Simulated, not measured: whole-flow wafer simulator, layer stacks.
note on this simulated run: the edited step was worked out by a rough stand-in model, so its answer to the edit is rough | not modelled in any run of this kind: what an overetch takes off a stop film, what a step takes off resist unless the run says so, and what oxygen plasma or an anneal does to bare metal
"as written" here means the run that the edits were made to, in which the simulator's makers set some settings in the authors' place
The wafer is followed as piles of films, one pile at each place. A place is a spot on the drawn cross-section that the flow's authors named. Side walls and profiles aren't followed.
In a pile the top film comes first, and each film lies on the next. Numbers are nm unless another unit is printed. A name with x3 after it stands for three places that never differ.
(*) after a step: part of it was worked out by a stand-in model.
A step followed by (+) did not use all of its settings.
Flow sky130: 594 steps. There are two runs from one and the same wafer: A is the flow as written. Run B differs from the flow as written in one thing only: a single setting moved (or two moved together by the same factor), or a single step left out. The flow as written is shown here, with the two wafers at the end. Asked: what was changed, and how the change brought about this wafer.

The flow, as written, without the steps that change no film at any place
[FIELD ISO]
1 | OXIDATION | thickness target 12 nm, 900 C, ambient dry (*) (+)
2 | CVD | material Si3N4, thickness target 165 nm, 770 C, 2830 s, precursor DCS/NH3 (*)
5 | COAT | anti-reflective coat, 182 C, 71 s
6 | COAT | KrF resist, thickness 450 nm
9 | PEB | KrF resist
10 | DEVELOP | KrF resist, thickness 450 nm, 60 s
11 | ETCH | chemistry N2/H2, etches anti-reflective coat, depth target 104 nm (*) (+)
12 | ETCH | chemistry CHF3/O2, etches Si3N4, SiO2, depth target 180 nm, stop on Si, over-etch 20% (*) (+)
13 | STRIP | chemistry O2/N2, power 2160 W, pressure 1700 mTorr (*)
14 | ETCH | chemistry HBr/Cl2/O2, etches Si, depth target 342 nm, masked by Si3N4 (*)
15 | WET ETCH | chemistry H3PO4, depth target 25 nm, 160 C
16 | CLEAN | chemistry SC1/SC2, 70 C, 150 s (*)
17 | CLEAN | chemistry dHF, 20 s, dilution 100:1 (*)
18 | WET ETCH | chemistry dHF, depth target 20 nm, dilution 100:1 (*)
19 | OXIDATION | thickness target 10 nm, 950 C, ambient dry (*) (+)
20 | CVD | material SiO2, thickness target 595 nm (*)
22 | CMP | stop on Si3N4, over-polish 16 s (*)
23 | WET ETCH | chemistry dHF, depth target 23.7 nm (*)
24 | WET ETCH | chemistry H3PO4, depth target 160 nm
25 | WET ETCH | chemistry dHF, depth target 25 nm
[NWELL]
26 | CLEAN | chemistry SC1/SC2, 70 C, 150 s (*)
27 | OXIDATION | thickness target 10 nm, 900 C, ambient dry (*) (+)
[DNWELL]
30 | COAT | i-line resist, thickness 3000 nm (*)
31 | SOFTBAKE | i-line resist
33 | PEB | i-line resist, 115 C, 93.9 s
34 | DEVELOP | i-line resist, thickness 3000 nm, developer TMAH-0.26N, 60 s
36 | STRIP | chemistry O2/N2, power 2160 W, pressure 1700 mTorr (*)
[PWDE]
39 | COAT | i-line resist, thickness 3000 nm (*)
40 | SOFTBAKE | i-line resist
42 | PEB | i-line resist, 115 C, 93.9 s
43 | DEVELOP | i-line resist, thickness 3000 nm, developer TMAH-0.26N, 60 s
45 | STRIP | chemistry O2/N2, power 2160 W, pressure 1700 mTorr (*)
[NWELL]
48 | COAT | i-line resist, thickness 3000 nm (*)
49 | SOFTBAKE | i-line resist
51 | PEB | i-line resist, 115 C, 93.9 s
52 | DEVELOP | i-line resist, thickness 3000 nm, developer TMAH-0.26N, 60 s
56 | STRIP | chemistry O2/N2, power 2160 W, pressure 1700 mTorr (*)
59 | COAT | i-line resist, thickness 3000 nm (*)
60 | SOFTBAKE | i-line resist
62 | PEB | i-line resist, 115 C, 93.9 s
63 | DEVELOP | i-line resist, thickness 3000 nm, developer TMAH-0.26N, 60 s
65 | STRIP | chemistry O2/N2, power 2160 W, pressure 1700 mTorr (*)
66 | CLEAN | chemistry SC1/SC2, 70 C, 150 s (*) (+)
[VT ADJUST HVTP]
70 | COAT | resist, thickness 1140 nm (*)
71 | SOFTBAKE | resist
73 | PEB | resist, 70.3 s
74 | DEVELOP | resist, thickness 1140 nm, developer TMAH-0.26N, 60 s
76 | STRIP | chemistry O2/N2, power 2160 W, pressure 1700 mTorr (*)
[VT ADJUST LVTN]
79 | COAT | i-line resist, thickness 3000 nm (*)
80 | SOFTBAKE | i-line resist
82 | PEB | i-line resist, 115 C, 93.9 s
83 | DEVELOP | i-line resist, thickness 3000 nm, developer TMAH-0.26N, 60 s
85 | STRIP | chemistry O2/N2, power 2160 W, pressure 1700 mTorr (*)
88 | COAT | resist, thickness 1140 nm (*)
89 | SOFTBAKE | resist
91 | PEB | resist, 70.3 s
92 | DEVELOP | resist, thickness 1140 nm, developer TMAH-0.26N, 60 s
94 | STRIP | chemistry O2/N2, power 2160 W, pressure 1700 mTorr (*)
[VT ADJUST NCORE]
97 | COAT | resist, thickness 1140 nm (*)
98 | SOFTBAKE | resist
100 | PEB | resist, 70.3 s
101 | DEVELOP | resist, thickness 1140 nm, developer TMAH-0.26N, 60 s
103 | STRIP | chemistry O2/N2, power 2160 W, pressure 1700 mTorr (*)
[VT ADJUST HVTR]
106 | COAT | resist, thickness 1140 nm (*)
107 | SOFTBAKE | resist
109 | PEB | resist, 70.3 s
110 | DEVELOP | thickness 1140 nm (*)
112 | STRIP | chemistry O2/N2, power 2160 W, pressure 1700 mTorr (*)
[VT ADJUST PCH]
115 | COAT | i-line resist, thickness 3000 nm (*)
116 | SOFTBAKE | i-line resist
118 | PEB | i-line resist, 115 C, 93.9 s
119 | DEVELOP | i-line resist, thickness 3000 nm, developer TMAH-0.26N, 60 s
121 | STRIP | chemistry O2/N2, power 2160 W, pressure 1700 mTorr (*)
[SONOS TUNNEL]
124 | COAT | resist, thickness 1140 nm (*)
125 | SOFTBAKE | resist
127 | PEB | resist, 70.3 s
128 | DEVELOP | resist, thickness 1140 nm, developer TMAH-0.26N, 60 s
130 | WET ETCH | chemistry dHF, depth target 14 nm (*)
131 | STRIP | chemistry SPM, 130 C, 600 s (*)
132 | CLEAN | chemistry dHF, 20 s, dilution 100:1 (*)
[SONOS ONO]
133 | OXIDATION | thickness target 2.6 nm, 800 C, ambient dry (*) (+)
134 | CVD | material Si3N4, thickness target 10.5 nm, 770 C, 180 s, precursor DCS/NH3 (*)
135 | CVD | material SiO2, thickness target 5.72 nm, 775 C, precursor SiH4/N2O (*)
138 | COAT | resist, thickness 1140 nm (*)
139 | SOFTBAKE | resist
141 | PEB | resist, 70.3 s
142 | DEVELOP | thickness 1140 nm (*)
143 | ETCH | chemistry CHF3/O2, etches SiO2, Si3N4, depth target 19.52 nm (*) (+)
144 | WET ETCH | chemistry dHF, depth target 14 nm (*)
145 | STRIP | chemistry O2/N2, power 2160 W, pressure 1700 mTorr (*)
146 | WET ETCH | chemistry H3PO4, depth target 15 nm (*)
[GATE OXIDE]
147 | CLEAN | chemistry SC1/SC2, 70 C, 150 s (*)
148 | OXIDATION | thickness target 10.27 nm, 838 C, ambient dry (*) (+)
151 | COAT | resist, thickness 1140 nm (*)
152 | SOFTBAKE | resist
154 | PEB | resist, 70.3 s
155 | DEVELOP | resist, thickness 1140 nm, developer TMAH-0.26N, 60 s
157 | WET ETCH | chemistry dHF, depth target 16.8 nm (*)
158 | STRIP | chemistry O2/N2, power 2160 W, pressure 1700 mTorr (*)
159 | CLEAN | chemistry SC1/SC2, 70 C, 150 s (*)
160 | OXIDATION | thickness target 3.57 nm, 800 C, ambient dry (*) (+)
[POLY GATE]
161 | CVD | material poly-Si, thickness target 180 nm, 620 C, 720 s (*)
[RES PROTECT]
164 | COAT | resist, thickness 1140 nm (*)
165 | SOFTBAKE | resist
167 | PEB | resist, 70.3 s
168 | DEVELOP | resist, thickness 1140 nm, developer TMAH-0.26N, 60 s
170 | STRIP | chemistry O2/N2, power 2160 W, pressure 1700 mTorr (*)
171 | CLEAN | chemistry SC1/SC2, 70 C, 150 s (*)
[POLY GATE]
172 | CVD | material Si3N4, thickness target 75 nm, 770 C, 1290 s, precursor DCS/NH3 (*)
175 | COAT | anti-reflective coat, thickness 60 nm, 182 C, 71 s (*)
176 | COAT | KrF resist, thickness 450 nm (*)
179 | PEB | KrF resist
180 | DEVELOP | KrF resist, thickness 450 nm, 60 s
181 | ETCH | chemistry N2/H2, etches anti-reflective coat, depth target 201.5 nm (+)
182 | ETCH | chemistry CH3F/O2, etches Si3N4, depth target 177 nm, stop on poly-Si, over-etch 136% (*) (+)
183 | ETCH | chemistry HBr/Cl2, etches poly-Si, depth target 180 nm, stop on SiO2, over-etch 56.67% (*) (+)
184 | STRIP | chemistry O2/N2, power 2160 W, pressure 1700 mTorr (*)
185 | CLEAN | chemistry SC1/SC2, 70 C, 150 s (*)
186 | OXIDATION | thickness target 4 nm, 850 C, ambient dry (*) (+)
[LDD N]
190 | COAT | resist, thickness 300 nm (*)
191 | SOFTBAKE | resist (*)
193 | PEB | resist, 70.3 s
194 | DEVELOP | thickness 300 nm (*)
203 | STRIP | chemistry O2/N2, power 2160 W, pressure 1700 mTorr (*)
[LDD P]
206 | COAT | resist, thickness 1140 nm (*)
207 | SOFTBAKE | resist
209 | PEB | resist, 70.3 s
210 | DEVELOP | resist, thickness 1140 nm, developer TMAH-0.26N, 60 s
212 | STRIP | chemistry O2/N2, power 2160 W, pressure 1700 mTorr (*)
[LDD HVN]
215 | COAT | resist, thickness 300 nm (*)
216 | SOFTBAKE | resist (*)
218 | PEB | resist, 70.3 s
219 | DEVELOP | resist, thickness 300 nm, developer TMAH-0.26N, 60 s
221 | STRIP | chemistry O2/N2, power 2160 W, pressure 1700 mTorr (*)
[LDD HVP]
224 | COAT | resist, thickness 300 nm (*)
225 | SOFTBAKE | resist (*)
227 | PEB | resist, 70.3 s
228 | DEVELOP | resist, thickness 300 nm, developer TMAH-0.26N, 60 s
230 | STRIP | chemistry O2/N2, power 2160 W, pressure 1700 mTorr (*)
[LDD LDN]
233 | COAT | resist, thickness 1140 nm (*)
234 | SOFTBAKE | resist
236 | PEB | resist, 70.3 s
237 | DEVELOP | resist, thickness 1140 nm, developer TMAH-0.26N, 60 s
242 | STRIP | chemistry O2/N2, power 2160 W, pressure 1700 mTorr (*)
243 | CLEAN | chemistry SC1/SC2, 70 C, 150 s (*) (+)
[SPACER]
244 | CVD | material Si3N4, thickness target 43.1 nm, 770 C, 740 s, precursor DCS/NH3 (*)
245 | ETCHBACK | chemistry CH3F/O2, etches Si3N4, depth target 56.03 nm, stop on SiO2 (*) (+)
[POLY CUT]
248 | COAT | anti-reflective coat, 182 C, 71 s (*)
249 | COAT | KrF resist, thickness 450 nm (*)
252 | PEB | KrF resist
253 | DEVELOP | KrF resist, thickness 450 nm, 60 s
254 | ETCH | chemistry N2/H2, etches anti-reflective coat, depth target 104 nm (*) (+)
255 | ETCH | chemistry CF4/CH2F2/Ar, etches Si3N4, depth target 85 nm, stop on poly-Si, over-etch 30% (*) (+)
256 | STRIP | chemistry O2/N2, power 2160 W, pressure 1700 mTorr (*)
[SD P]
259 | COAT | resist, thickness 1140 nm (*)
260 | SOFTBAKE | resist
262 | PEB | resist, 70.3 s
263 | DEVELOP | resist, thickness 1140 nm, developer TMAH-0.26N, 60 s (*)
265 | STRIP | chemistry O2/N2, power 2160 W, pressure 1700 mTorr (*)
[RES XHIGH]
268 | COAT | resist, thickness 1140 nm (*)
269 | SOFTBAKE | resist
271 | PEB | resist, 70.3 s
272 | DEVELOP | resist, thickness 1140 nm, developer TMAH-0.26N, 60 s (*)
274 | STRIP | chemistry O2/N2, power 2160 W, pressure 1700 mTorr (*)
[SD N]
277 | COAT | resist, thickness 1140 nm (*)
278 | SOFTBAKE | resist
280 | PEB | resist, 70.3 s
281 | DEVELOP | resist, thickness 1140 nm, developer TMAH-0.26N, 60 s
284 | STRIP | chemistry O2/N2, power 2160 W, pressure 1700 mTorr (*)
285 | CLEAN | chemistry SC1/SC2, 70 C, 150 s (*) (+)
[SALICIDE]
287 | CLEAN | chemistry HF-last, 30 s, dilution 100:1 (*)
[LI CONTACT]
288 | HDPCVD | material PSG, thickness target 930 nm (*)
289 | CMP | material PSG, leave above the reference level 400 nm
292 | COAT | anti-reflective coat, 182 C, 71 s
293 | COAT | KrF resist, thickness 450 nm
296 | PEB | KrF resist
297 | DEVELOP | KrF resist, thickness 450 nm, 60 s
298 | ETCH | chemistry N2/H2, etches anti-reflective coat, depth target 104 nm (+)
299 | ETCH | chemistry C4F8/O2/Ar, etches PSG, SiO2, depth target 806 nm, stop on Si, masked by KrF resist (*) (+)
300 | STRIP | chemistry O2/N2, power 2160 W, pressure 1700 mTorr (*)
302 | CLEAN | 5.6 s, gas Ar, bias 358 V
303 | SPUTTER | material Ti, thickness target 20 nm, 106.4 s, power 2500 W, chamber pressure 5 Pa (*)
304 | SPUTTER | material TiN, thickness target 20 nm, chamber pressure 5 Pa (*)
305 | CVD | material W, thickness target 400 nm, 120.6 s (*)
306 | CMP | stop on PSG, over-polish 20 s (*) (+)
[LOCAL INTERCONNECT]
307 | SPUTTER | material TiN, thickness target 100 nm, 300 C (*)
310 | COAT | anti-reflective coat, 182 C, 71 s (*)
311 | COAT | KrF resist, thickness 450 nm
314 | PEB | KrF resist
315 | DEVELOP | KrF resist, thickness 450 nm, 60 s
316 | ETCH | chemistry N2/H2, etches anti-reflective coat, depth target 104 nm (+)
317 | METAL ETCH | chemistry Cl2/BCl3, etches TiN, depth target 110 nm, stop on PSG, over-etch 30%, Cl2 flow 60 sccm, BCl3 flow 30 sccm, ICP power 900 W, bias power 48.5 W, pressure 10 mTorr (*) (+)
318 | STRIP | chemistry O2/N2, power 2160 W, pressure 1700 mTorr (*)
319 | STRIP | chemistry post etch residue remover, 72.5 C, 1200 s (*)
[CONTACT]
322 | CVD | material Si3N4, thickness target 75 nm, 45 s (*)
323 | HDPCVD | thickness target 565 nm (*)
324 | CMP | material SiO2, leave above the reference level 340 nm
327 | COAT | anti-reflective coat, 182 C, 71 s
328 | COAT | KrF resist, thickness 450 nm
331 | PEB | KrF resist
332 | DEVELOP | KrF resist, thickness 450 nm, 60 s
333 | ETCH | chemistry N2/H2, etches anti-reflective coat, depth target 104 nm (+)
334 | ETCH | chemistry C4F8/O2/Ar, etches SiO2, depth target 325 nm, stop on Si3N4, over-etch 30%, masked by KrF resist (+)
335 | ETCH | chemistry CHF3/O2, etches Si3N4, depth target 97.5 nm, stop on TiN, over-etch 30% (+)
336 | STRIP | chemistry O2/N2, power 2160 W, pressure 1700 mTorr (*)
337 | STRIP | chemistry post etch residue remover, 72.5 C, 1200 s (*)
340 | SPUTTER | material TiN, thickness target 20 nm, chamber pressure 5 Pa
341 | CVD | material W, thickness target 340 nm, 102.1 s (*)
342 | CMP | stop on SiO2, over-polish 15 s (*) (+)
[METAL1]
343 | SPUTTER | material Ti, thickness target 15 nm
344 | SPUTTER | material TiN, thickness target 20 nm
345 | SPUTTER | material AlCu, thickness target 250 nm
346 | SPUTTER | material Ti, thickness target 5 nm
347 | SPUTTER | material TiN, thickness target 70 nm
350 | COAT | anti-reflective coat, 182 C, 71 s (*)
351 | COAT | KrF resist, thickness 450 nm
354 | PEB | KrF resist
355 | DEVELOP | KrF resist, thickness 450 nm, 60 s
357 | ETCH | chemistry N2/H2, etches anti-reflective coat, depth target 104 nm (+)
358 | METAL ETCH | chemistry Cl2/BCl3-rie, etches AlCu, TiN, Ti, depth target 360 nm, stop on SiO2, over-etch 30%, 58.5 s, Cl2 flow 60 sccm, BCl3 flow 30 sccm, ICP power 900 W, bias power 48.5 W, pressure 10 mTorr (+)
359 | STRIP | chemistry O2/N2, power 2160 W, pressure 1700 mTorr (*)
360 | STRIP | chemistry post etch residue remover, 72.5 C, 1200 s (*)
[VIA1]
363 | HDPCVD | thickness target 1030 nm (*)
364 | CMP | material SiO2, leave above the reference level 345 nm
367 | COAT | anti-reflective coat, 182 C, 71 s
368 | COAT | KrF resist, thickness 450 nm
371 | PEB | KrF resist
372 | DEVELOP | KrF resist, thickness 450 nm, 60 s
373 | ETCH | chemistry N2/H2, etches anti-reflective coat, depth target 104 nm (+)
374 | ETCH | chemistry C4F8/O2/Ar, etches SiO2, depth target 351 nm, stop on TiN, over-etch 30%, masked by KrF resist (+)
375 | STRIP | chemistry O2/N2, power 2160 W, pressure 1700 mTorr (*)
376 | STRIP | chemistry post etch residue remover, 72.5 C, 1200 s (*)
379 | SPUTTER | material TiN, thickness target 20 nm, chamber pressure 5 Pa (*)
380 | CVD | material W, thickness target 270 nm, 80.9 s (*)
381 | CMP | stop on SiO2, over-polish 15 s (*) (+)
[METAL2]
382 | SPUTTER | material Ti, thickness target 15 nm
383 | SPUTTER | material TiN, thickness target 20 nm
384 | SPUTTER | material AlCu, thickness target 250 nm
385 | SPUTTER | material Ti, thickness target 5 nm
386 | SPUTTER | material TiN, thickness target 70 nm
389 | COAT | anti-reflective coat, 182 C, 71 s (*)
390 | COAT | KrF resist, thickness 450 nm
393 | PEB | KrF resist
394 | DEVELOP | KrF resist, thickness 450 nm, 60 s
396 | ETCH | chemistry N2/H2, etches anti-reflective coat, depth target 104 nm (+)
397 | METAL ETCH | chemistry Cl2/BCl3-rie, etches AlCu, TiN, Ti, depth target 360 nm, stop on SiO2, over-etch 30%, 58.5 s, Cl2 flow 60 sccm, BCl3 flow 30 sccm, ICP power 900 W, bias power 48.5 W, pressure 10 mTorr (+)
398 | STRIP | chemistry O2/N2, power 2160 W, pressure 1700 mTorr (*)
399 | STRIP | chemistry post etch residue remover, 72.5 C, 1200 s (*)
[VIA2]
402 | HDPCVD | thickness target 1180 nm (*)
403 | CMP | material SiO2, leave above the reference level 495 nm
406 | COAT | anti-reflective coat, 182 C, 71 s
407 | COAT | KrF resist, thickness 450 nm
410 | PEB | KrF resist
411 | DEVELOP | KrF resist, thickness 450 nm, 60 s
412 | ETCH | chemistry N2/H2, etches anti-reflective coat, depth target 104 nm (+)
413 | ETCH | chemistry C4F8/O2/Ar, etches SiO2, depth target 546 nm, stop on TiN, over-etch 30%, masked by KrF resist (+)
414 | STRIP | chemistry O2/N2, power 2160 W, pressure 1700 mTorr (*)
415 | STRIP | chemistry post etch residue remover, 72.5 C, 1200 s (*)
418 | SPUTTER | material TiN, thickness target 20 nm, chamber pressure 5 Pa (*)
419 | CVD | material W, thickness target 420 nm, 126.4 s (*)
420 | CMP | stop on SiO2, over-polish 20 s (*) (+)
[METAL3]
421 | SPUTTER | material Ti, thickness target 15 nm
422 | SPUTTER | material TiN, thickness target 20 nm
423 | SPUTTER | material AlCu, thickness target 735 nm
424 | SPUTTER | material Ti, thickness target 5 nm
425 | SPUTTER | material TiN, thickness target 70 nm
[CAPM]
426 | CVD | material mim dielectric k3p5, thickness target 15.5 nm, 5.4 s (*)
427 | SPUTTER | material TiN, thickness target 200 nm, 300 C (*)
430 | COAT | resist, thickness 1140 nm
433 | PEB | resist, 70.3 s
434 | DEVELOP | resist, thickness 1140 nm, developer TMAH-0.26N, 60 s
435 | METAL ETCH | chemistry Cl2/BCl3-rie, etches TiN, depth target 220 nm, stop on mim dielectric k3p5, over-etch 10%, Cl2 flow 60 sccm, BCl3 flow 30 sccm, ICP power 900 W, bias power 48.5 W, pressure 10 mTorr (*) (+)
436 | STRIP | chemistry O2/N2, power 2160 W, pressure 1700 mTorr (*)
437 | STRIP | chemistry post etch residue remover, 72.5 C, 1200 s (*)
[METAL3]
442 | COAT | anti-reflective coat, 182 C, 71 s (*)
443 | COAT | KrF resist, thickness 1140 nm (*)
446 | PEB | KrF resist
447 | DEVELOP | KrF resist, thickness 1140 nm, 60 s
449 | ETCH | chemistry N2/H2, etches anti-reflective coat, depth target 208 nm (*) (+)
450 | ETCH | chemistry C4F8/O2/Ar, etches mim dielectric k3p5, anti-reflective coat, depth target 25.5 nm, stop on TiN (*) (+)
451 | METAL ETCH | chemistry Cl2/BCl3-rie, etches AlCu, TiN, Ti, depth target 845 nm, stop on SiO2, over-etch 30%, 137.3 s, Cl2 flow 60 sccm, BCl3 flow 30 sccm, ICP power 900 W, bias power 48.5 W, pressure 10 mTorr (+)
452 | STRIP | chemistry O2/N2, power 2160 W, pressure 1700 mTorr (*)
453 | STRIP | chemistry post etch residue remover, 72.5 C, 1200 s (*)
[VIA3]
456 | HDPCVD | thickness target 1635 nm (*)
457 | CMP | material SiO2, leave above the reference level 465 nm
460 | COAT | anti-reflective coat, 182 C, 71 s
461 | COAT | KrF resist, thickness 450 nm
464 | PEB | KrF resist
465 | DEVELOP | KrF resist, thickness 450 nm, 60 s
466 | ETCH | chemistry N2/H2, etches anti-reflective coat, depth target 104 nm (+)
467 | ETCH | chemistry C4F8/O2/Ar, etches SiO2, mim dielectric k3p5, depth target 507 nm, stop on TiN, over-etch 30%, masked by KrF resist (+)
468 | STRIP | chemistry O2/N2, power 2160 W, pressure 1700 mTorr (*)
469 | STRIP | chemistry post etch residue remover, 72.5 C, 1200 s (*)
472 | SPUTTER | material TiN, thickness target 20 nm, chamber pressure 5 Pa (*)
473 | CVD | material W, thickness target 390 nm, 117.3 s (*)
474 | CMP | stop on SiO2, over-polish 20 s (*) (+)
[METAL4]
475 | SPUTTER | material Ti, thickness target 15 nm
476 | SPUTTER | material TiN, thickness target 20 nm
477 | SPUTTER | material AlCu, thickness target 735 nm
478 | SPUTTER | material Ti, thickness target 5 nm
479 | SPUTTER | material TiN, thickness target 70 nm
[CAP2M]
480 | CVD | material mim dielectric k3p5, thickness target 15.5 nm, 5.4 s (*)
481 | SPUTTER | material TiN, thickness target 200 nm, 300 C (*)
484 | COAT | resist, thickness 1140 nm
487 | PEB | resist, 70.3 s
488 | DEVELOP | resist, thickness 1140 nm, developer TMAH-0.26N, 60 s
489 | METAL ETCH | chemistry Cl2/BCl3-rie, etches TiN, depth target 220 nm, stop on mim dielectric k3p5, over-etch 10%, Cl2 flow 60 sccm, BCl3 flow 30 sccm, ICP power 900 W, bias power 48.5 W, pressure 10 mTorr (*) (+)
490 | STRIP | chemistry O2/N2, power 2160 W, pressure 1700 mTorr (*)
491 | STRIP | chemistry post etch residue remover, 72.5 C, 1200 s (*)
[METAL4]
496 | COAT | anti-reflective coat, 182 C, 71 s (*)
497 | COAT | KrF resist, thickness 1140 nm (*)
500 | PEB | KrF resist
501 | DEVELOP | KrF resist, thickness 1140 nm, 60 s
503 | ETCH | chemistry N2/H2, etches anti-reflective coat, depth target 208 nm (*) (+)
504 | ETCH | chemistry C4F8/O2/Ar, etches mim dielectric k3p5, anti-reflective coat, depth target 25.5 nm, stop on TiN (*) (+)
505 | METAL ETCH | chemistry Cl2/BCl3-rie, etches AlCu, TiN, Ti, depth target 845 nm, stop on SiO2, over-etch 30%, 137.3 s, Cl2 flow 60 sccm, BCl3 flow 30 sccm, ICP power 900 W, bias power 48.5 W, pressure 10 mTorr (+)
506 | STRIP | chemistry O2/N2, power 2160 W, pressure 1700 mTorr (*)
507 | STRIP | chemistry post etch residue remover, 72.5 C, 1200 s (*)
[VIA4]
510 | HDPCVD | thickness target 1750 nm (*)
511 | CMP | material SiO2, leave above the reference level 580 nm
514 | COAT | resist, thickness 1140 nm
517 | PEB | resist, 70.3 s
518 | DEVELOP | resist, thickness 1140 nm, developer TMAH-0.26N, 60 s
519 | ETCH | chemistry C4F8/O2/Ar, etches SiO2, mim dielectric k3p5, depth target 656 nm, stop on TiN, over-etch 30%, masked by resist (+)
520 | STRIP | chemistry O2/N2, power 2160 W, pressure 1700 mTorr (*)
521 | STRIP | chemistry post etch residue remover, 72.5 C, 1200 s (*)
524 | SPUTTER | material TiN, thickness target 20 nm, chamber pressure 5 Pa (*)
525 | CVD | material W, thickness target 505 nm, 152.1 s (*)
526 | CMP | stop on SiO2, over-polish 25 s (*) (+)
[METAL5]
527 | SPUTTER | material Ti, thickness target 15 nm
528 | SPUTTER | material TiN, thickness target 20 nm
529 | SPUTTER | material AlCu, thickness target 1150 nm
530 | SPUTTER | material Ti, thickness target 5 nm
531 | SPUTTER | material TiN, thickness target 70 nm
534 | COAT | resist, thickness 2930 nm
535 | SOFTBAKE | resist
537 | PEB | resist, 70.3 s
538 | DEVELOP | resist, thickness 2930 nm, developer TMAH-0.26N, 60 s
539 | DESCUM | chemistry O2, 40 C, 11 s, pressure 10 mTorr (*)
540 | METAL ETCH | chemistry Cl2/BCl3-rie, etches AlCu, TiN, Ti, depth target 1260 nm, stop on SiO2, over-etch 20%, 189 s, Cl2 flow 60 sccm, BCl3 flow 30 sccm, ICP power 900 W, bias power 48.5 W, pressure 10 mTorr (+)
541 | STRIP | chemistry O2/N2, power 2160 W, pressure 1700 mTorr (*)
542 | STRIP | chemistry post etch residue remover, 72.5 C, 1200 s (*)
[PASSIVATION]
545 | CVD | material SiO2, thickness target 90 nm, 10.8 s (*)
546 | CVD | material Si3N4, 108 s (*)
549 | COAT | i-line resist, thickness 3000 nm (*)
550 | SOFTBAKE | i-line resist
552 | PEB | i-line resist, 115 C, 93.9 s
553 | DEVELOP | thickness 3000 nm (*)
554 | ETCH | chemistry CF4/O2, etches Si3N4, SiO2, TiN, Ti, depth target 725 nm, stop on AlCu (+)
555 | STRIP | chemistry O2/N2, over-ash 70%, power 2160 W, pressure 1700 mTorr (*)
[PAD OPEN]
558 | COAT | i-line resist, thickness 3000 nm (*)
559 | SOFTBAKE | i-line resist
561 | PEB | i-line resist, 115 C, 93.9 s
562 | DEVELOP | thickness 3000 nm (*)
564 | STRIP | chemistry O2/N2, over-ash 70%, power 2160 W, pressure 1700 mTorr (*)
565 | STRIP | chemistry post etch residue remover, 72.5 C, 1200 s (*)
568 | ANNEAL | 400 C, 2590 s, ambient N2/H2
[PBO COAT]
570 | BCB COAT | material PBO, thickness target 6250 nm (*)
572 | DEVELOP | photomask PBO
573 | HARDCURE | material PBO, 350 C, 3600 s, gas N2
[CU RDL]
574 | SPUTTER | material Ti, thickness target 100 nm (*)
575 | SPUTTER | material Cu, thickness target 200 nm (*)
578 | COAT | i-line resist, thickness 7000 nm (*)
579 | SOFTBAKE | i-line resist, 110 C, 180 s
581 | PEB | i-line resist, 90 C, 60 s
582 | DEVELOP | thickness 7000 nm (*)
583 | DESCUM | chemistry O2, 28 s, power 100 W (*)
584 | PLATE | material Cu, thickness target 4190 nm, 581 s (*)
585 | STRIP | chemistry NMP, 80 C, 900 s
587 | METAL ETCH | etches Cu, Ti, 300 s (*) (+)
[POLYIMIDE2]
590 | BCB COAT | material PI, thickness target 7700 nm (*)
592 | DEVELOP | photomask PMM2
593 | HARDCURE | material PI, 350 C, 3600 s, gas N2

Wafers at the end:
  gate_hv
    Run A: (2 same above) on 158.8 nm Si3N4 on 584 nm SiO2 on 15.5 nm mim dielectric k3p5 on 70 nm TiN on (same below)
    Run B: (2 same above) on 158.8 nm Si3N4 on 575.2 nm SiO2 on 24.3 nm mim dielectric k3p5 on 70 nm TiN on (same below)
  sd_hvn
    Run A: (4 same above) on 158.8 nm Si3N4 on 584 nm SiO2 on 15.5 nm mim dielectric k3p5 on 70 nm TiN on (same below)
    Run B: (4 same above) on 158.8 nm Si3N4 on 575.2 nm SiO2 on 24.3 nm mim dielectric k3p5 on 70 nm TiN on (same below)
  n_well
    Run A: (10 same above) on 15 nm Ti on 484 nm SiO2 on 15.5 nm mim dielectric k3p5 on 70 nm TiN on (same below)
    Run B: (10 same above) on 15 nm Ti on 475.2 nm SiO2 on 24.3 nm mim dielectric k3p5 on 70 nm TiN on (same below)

What caused this: step 480, CVD: thickness target 24.3 nm was run, though the flow has thickness target 15.5 nm; step 480, CVD: 8.48 s was run, where the flow has 5.4 s.
The wafer lets one read it off: gate_hv has mim dielectric k3p5 24.3, and step 480 as written asks for 15.5 nm.

The path from the change to this, step by step:
  480 | CVD | material mim dielectric k3p5, thickness target 15.5 nm, 5.4 s (*)
      field, active, n_well and 189 more: A mim dielectric k3p5 gains 15.5 (new film) | B mim dielectric k3p5 gains 24.3 (new film)
  504 | ETCH | chemistry C4F8/O2/Ar, etches mim dielectric k3p5, anti-reflective coat, depth target 25.5 nm, stop on TiN (*) (+)
      n_well, p_well, gate_hv and 102 more: A KrF resist loses 15.5 | B KrF resist loses 17
      field, active, gate and 85 more: A mim dielectric k3p5 loses 15.5 (all of it) | B mim dielectric k3p5 loses 24.3 (all of it)
  519 | ETCH | chemistry C4F8/O2/Ar, etches SiO2, mim dielectric k3p5, depth target 656 nm, stop on TiN, over-etch 30%, masked by resist (+)
      m1: A SiO2 loses 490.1 (all of it), mim dielectric k3p5 loses 15.5 (all of it) | B SiO2 loses 481.3 (all of it), mim dielectric k3p5 loses 24.3 (all of it)
      via4_hole: A SiO2 loses 489.5 (all of it), mim dielectric k3p5 loses 15.5 (all of it) | B SiO2 loses 480.7 (all of it), mim dielectric k3p5 loses 24.3 (all of it)
